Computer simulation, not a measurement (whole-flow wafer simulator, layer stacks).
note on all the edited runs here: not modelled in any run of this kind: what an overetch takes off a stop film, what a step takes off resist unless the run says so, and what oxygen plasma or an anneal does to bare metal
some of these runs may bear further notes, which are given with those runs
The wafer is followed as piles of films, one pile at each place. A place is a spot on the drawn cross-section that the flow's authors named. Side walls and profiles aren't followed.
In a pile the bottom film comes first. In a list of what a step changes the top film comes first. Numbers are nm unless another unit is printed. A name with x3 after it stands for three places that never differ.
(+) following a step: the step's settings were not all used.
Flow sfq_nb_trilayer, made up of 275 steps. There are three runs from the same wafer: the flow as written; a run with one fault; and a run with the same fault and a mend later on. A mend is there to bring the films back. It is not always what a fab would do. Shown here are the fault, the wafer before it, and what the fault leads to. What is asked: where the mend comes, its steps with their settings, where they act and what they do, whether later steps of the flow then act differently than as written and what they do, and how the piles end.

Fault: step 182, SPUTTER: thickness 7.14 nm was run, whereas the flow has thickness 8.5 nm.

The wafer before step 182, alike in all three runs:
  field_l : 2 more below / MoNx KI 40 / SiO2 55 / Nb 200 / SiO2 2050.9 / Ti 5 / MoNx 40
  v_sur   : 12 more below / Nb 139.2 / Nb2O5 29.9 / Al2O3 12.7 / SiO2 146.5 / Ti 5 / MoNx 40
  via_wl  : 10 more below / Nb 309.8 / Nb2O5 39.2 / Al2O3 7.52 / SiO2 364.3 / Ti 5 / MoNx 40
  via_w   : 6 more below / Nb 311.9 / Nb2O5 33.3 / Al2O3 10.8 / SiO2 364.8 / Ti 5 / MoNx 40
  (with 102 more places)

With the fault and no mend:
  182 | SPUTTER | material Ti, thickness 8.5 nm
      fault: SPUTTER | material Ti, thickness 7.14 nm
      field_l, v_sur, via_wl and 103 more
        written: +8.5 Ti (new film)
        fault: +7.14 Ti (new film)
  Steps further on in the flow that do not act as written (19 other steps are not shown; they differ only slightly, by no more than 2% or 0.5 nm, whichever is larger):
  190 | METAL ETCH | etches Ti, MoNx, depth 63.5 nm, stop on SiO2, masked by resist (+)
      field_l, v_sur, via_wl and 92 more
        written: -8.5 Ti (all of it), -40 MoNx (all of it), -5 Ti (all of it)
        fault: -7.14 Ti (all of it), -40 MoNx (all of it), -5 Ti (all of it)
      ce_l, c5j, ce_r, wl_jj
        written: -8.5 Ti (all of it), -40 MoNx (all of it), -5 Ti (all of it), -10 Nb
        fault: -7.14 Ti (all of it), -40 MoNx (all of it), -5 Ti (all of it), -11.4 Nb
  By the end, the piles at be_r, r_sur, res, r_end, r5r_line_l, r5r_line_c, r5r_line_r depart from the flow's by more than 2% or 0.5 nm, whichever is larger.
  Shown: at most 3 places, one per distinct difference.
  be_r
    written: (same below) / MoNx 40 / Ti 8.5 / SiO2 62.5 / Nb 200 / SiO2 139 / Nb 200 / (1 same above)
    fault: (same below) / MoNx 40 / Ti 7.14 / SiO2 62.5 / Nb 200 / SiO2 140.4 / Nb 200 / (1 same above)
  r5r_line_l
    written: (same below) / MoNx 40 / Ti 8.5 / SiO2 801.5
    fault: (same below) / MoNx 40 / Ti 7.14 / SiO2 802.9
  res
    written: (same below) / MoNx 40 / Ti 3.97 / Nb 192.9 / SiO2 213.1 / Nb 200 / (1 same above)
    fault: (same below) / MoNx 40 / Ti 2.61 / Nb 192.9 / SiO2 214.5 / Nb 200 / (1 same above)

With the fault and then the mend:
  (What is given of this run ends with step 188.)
  The mend follows step 182.
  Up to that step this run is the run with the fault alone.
  182a | SPUTTER | material Ti, thickness 1.36 nm (the flow's step 182, run once more with other settings)
      field_l, v_sur, via_wl and 103 more
        +1.36 Ti
  Every later step of the flow up to step 188 that is run acts as written at every place that is followed.
  The piles after step 188 are the same as the flow's at every place that both follow.
